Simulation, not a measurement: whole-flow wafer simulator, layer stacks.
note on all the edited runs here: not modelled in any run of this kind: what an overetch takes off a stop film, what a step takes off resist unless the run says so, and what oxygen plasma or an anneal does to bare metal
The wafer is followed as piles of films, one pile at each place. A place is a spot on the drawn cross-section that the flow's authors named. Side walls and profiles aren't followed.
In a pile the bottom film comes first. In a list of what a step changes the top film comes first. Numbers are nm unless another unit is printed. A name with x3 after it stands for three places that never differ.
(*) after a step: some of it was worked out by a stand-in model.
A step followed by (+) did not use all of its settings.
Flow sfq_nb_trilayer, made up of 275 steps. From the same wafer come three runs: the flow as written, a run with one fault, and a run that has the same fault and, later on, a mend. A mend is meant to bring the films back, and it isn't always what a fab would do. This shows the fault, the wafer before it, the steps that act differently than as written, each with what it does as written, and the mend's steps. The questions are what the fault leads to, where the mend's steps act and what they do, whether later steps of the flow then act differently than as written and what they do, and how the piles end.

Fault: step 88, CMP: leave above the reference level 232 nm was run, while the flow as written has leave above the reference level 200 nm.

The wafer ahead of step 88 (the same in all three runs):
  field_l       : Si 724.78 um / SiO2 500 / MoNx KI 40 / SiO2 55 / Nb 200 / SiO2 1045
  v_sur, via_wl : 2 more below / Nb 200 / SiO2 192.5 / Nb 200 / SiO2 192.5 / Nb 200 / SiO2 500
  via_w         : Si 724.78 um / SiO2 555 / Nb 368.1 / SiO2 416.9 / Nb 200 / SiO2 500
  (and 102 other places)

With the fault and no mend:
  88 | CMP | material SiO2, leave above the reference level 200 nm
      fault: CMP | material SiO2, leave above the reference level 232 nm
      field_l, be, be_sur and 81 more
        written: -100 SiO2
        fault: -68 SiO2
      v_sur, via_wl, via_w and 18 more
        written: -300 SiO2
        fault: -268 SiO2
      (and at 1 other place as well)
  Steps later in the flow that act otherwise than as written (3 other steps are not shown; they differ only slightly, by no more than 2% or 0.5 nm, whichever is larger):
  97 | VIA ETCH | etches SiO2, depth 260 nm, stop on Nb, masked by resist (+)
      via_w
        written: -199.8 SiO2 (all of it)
        fault: -231.8 SiO2 (all of it)
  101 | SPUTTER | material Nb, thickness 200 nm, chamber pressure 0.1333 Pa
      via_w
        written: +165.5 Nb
        fault: +158.7 Nb
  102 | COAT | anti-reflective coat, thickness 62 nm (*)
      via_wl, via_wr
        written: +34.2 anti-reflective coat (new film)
        fault: +33.2 anti-reflective coat (new film)
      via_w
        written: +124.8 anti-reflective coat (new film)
        fault: +131.6 anti-reflective coat (new film)
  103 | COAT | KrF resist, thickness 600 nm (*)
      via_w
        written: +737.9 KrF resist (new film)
        fault: +764.6 KrF resist (new film)
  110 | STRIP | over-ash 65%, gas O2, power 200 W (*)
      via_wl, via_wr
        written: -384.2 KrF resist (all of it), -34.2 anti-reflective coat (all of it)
        fault: -381 KrF resist (all of it), -33.2 anti-reflective coat (all of it)
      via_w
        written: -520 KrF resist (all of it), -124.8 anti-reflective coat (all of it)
        fault: -546.5 KrF resist (all of it), -131.6 anti-reflective coat (all of it)
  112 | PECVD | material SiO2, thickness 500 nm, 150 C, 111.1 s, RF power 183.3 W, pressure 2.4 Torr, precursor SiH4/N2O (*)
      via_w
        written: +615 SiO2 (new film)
        fault: +653.9 SiO2 (new film)
  The piles end different from the flow's at v_sur, via_wl, via_w and 36 more by more than 2% or 0.5 nm, whichever is larger.
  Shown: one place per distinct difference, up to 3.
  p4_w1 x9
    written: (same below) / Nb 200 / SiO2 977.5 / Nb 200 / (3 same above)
    fault: (same below) / Nb 200 / SiO2 1009.5 / Nb 200 / (3 same above)
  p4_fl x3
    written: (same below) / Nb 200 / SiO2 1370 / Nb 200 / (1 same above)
    fault: (same below) / Nb 200 / SiO2 1402 / Nb 200 / (1 same above)
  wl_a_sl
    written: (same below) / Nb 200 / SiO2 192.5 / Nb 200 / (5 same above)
    fault: (same below) / Nb 200 / SiO2 224.5 / Nb 200 / (5 same above)

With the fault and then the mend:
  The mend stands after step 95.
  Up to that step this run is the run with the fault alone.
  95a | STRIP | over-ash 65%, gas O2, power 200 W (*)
      field_l, v_sur, via_wl and 102 more
        -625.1 KrF resist (all of it), -62 anti-reflective coat (all of it)
      via_w
        -62 anti-reflective coat (all of it)
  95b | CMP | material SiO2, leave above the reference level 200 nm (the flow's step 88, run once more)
      field_l, v_sur, via_wl and 103 more
        -32 SiO2
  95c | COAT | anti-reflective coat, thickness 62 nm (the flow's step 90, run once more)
      field_l, v_sur, via_wl and 103 more
        +62 anti-reflective coat (new film)
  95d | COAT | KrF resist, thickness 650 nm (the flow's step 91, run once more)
      field_l, v_sur, via_wl and 103 more
        +650 KrF resist (new film)
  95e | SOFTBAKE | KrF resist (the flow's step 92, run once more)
      does not change any film at any place that is followed
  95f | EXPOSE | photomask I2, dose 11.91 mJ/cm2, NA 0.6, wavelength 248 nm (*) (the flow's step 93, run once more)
      does not change any film at any place that is followed
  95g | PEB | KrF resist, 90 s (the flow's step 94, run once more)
      field_l, v_sur, via_wl and 103 more
        -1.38 KrF resist
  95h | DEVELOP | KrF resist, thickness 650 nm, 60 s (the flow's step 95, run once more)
      field_l, v_sur, via_wl and 102 more
        -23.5 KrF resist
      via_w
        -648.6 KrF resist (all of it)
  Later steps of the flow that are run all act as written at every place that is followed.
  The piles end the same as the flow's at every place that both follow.
